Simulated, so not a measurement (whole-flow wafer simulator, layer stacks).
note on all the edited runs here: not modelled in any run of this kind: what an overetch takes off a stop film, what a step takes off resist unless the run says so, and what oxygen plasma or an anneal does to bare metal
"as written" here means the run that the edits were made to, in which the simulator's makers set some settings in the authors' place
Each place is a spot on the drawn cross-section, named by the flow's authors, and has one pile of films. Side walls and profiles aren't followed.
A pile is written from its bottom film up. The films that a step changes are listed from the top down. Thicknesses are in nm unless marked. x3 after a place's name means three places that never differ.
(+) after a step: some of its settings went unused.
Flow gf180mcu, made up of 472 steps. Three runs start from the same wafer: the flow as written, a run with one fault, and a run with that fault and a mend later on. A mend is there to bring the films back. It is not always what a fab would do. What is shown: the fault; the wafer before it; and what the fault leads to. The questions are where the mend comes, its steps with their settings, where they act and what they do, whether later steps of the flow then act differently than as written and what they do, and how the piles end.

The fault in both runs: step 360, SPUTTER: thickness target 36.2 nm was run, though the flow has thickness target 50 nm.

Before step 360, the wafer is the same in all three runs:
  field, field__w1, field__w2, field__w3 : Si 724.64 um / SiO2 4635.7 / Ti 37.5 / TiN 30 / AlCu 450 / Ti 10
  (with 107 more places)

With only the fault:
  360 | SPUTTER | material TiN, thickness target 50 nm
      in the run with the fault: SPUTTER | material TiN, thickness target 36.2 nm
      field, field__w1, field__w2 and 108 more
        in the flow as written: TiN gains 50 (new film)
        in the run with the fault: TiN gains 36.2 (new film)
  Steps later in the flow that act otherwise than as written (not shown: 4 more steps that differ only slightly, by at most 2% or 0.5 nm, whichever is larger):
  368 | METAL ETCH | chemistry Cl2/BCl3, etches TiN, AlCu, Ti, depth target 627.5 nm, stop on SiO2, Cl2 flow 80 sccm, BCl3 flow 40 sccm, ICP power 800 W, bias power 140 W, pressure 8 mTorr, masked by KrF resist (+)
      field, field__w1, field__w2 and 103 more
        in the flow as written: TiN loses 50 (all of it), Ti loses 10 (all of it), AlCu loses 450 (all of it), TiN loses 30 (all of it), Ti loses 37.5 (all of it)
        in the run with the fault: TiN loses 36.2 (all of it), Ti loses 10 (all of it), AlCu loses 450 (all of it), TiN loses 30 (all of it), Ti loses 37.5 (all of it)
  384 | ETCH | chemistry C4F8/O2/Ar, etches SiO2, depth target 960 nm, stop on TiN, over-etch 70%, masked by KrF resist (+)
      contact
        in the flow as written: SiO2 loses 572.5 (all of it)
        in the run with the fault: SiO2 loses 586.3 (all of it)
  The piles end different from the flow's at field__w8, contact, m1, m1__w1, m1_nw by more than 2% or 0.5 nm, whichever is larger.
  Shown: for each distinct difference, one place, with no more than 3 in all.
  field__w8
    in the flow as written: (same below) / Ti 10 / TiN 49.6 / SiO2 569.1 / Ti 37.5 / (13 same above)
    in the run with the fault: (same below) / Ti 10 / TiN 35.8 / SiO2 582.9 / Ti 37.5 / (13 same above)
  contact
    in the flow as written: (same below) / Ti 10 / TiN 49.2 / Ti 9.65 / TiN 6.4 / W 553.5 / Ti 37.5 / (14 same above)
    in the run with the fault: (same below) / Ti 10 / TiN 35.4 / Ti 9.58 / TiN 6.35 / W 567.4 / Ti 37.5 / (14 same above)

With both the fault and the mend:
  The mend follows step 360.
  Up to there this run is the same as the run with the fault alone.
  360a | SPUTTER | material TiN, thickness target 13.8 nm (the flow's step 360, run once more with other settings)
      field, field__w1, field__w2 and 108 more
        TiN gains 13.8
  Every later step of the flow that is run acts as written at every place that is followed.
  At every place that both follow, the piles at the end match the flow's.
